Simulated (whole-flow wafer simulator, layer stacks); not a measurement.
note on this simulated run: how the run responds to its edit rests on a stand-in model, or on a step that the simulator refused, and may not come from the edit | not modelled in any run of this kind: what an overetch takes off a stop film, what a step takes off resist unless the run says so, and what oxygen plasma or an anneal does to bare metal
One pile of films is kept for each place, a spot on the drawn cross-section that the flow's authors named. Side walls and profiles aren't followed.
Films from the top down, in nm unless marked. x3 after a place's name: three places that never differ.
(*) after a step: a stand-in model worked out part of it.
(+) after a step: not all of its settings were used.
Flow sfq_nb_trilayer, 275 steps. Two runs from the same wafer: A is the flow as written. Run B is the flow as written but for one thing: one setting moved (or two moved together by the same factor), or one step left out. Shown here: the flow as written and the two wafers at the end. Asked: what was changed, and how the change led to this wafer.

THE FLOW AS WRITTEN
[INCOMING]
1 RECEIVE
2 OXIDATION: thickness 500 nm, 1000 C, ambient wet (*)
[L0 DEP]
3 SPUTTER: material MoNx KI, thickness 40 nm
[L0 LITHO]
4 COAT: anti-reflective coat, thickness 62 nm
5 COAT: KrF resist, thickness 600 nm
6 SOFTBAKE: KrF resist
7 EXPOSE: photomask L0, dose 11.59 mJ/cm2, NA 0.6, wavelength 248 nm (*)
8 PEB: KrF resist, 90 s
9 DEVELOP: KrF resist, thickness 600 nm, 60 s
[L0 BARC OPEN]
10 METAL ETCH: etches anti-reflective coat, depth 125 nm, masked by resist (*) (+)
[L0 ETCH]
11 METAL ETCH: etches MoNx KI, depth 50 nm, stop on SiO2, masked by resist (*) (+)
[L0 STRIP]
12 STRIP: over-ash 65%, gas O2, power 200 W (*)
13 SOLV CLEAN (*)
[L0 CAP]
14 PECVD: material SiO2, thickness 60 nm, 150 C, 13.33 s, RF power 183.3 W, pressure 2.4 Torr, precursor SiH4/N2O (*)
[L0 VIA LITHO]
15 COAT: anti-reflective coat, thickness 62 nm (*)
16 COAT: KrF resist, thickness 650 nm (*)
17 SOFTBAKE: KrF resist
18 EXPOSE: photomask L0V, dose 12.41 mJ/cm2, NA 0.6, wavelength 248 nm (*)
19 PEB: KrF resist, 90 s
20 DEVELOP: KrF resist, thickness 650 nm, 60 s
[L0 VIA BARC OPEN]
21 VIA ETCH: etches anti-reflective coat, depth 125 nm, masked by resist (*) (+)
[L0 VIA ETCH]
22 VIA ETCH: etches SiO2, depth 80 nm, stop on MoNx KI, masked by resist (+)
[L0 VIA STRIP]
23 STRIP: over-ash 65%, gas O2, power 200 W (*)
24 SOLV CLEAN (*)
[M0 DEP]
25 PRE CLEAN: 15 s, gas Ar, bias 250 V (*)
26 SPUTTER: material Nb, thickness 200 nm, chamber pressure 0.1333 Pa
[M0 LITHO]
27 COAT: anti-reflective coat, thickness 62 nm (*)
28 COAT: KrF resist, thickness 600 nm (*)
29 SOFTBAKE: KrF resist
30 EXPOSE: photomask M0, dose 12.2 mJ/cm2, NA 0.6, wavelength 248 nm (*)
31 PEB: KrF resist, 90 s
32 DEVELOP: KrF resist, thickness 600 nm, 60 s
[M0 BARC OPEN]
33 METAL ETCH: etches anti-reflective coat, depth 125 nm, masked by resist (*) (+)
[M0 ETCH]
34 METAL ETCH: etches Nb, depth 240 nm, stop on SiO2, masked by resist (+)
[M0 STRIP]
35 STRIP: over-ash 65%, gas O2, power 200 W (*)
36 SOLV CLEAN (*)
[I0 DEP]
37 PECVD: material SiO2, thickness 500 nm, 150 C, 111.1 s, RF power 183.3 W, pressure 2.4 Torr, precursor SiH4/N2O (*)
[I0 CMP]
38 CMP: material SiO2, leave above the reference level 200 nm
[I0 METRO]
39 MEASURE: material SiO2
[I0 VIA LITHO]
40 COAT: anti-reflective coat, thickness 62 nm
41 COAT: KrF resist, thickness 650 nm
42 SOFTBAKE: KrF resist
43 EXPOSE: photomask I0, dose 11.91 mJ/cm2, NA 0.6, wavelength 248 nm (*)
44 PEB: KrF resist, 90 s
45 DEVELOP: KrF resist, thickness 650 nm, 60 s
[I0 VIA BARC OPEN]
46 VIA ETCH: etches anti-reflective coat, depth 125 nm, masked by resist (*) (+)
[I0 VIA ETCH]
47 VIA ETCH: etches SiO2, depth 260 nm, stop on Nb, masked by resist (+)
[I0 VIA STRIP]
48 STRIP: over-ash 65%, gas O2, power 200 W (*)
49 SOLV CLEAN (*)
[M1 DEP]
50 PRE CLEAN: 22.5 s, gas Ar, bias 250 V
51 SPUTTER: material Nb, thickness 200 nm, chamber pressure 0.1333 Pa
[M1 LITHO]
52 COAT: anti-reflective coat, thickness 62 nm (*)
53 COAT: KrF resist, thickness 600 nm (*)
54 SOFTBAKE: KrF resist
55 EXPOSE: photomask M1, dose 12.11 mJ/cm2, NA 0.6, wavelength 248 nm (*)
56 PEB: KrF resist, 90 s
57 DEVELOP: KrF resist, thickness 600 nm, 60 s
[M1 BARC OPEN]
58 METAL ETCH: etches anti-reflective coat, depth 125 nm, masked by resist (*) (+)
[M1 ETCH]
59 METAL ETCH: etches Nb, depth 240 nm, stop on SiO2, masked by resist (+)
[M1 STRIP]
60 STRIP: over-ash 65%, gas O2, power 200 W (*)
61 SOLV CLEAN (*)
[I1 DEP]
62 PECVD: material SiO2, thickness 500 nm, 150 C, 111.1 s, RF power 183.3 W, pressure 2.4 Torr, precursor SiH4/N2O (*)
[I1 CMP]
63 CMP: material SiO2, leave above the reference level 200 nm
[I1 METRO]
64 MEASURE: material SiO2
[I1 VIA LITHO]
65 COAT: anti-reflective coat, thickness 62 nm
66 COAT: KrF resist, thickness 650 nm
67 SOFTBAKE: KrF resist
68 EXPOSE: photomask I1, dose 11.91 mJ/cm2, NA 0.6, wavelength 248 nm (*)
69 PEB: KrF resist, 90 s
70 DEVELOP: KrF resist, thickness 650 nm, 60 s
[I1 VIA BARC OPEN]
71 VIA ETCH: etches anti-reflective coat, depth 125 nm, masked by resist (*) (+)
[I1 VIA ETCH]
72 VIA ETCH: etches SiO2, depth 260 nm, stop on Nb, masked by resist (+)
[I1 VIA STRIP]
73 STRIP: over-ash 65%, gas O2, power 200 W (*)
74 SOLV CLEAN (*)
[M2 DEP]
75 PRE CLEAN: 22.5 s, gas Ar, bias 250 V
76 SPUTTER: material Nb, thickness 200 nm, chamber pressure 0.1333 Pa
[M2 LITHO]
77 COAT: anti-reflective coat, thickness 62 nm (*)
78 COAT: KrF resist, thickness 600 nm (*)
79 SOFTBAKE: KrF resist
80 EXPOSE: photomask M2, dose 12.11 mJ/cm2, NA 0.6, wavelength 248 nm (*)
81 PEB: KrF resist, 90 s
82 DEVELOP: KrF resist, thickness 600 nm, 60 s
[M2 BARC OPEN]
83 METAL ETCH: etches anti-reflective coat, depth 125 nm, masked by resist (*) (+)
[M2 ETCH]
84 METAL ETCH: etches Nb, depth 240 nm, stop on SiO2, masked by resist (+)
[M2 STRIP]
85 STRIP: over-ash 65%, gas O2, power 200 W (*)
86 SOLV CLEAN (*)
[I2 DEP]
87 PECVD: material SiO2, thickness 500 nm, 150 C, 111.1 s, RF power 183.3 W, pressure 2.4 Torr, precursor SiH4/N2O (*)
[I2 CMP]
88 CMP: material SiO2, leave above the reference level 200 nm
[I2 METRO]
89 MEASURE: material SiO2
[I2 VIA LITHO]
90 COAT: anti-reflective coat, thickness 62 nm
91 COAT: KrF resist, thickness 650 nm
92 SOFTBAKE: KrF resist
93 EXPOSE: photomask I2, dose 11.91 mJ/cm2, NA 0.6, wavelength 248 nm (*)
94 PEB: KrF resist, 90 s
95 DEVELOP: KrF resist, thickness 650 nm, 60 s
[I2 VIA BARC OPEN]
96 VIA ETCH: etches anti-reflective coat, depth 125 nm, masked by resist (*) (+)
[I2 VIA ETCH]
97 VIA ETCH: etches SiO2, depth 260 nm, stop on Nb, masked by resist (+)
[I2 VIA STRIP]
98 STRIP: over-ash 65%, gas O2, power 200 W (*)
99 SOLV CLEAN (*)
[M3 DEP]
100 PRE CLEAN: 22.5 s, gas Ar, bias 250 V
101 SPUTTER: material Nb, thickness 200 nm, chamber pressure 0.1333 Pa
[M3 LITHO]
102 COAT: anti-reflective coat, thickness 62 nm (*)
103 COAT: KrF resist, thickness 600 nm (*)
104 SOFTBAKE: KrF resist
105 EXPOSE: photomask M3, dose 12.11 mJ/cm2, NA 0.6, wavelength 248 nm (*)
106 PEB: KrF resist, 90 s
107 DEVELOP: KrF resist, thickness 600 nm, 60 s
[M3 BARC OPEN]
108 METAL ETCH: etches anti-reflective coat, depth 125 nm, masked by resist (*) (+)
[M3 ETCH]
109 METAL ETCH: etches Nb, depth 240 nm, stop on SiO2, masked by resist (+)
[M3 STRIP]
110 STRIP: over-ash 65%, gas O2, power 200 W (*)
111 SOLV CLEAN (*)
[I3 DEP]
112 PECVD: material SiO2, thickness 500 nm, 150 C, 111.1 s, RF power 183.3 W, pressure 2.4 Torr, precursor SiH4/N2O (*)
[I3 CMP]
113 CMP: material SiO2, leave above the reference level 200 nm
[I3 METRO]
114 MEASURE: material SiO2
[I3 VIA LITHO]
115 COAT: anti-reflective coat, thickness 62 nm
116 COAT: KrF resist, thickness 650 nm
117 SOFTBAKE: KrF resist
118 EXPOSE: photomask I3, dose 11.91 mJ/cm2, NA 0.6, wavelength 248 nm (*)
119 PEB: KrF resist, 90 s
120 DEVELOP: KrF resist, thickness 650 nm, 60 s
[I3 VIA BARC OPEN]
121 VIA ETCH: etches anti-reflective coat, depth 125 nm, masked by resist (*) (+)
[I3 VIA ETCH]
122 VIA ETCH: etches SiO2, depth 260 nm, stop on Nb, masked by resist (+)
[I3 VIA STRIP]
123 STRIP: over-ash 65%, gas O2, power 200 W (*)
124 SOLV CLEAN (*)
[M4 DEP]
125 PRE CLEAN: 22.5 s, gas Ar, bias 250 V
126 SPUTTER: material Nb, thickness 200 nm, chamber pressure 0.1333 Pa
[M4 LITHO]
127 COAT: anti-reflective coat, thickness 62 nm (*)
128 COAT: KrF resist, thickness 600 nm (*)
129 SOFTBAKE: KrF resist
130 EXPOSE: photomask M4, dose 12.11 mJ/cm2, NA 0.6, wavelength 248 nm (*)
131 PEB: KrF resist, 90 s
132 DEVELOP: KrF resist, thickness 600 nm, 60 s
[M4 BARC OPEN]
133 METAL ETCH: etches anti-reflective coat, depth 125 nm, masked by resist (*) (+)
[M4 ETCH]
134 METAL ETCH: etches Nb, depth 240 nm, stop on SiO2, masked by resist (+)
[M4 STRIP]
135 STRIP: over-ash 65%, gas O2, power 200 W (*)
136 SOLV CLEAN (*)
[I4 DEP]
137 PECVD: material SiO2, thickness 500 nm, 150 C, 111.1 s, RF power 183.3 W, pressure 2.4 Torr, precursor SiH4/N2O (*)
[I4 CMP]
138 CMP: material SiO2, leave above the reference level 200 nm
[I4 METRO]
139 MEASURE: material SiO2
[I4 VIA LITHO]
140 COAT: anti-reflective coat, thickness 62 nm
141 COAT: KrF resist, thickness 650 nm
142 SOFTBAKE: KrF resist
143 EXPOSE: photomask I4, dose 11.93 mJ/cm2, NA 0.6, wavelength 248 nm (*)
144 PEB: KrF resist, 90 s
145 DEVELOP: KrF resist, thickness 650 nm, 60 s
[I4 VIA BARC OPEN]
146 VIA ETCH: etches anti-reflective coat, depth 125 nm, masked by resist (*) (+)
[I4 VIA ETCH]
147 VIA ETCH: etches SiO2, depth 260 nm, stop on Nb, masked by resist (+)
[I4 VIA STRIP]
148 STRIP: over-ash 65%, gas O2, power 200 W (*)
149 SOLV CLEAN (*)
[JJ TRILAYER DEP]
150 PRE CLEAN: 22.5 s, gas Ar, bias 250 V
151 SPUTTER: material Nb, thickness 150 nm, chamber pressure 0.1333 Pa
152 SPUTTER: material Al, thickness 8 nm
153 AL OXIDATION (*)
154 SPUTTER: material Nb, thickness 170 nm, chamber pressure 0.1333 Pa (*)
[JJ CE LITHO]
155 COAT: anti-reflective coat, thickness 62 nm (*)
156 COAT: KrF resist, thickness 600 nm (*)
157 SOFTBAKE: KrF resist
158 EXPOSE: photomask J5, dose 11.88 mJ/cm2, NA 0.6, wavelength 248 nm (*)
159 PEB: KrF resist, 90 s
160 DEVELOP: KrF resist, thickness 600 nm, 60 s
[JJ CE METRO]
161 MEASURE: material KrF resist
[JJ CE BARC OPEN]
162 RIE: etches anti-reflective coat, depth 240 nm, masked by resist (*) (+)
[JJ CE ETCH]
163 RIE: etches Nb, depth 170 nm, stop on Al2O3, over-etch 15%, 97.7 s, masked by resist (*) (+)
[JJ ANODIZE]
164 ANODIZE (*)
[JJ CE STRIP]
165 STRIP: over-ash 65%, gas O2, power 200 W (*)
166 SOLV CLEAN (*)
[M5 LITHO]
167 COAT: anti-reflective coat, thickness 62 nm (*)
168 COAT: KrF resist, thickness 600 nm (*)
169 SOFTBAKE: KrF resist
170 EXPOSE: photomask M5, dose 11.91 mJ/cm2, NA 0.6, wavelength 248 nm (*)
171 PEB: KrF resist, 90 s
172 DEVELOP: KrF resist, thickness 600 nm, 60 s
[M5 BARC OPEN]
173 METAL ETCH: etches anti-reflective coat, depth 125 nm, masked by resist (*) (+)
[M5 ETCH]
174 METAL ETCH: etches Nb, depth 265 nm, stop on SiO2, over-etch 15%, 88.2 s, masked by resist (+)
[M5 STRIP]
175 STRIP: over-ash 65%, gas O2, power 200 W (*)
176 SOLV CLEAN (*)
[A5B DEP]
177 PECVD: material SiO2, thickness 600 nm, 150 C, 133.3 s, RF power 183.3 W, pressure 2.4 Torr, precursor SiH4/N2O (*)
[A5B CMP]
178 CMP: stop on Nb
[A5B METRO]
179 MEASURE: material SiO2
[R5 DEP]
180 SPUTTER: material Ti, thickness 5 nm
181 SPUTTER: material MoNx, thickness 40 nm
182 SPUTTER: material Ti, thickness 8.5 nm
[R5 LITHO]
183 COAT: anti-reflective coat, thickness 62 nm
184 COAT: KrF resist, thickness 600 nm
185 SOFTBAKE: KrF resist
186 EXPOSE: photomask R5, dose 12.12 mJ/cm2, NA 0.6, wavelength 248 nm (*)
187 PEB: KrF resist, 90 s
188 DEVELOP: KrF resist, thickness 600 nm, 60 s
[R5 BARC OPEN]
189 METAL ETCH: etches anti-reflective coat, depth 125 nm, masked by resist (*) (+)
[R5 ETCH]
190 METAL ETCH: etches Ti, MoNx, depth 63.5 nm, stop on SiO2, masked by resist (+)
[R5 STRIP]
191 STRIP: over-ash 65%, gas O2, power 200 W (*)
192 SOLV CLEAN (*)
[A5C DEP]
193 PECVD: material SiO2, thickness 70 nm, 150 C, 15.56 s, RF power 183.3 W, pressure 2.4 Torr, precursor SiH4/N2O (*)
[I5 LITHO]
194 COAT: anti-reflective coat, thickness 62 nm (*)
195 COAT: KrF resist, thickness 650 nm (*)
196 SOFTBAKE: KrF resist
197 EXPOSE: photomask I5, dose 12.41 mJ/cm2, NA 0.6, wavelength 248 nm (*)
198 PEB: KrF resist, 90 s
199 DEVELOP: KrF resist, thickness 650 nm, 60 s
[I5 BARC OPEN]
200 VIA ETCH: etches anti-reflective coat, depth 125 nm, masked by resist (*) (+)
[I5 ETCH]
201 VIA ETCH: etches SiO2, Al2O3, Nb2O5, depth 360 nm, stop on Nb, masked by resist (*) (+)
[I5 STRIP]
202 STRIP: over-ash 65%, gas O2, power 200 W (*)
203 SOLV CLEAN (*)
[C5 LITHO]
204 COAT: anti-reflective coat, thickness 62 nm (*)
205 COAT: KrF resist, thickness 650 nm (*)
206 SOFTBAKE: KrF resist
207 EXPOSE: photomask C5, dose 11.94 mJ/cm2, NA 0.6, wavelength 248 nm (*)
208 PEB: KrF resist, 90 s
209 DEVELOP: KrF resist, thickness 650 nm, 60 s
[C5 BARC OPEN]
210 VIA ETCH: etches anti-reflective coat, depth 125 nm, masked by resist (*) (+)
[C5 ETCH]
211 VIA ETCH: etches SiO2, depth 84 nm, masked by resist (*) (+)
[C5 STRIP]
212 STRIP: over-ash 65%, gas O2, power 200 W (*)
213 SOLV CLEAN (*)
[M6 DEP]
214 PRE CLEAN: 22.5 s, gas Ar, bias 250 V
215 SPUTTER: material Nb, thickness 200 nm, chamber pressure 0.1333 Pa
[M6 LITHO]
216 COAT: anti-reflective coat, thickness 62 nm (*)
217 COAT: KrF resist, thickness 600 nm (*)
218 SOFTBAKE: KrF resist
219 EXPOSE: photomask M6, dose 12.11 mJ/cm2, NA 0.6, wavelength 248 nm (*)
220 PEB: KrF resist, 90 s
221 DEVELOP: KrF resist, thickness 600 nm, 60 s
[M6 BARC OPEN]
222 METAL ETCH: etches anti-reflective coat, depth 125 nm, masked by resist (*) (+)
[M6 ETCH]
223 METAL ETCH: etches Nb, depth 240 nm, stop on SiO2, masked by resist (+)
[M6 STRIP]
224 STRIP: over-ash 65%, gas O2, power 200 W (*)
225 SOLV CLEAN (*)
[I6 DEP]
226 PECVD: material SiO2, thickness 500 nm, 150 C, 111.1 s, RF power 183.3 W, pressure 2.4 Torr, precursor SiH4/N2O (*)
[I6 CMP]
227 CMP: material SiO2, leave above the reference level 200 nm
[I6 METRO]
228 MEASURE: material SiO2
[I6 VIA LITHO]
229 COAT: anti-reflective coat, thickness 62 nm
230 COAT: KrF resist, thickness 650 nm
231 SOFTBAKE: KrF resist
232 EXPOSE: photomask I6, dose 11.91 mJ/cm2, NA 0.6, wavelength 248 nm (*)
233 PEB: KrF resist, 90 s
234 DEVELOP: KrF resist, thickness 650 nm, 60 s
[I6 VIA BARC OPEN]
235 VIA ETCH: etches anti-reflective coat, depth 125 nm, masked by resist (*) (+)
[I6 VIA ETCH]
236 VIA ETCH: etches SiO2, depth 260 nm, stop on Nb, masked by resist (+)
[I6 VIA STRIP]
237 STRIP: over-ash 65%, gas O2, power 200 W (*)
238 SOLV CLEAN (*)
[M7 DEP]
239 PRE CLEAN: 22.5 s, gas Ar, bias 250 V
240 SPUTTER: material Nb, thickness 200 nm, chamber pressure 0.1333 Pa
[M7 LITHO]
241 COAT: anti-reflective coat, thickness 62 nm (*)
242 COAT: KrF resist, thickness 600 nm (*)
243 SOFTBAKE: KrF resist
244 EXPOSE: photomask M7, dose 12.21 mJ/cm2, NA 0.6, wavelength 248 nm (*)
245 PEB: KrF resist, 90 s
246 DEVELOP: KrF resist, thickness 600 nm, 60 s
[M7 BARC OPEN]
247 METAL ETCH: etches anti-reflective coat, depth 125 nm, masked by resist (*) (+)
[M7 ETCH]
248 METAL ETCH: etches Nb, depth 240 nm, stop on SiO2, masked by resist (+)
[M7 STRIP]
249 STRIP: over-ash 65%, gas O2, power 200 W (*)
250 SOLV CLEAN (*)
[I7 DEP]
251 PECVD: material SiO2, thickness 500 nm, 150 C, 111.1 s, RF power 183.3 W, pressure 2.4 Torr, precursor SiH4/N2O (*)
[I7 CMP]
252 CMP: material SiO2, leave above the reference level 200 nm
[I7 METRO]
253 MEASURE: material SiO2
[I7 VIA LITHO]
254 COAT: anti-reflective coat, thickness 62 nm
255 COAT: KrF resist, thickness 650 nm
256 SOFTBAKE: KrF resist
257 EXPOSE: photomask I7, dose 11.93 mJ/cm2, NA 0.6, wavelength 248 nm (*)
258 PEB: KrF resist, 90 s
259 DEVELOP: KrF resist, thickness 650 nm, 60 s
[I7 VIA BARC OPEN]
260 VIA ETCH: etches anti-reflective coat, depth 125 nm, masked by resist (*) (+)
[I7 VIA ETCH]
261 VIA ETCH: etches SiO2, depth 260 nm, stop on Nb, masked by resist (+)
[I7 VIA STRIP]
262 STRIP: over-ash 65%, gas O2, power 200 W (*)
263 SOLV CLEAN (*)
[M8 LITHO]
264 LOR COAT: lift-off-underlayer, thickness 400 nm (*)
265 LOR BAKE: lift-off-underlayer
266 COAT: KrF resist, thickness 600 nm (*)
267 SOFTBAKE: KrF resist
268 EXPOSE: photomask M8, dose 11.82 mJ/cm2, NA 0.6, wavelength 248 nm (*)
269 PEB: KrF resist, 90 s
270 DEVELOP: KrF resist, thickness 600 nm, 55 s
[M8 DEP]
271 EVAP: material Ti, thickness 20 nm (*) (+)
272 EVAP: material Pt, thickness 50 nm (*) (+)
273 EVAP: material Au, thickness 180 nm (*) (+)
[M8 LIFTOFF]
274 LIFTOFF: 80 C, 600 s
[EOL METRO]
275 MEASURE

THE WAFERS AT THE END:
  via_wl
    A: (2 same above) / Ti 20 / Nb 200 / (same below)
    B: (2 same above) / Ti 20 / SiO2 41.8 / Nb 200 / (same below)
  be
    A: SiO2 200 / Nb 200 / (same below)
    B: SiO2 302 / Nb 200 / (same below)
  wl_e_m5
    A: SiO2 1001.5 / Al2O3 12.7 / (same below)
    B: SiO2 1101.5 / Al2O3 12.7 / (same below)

The cause: step 252, CMP: leave above the reference level 302 nm was run, where the flow has leave above the reference level 200 nm.
It can be read off the wafer: be has SiO2 302, and step 252 as written asks for 200 nm.

How the change led to this, step by step:
  252 CMP: material SiO2, leave above the reference level 200 nm
      field_l, p4_fl, p4_fm and 56 more: A SiO2 -100 | B nothing
      field_r, lsp_l: A SiO2 -77.7 | B nothing
      (and at 45 more places)
  254 COAT: anti-reflective coat, thickness 62 nm
      moat: A anti-reflective coat +62 (new film) | B anti-reflective coat +59.9 (new film)
      field_r: A anti-reflective coat +62 (new film) | B anti-reflective coat +71.1 (new film)
      (and at 5 more places)
  261 VIA ETCH: etches SiO2, depth 260 nm, stop on Nb, masked by resist (+)
      via_wl, via_w, via_wr: A SiO2 -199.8 (all of it) | B SiO2 -260
  262 STRIP: over-ash 65%, gas O2, power 200 W (*)
      moat: A KrF resist -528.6 (all of it), anti-reflective coat -62 (all of it) | B KrF resist -526.8 (all of it), anti-reflective coat -59.9 (all of it)
      field_r: A KrF resist -528.6 (all of it), anti-reflective coat -62 (all of it) | B KrF resist -537.6 (all of it), anti-reflective coat -71.1 (all of it)
      (and at 5 more places)
  264 LOR COAT: lift-off-underlayer, thickness 400 nm (*)
      v_sur: A lift-off-underlayer +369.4 (new film) | B lift-off-underlayer +360.2 (new film)
      via_wl: A lift-off-underlayer +549.8 (new film) | B lift-off-underlayer +594 (new film)
      (and at 4 more places)
  270 DEVELOP: KrF resist, thickness 600 nm, 55 s
      v_sur: A KrF resist -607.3 (all of it), lift-off-underlayer -369.4 (all of it) | B KrF resist -609.1 (all of it), lift-off-underlayer -360.2 (all of it)
      via_wl: A KrF resist -623.9 (all of it), lift-off-underlayer -549.8 (all of it) | B KrF resist -631.4 (all of it), lift-off-underlayer -594 (all of it)
      (and at 2 more places)
  274 LIFTOFF: 80 C, 600 s
      field_r: A Au -180 (all of it), Pt -50 (all of it), Ti -20 (all of it), KrF resist -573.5 (all of it), lift-off-underlayer -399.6 (all of it) | B Au -180 (all of it), Pt -50 (all of it), Ti -20 (all of it), KrF resist -576.4 (all of it), lift-off-underlayer -415.7 (all of it)
      lsp_l: A Au -180 (all of it), Pt -50 (all of it), Ti -20 (all of it), KrF resist -573.4 (all of it), lift-off-underlayer -399.6 (all of it) | B Au -180 (all of it), Pt -50 (all of it), Ti -20 (all of it), KrF resist -577 (all of it), lift-off-underlayer -414.8 (all of it)
Counting metal films that touch as one body, via_wl has 8 bodies (between them, from the top down: SiO2 41.8; SiO2 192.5; SiO2 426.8 / Al2O3 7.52 / Nb2O5 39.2; SiO2 192.5; SiO2 192.5; SiO2 192.5; SiO2 192.5); the flow as written gives 7 bodies (between them, from the top down: SiO2 192.5; SiO2 426.8 / Al2O3 7.52 / Nb2O5 39.2; SiO2 192.5; SiO2 192.5; SiO2 192.5; SiO2 192.5).
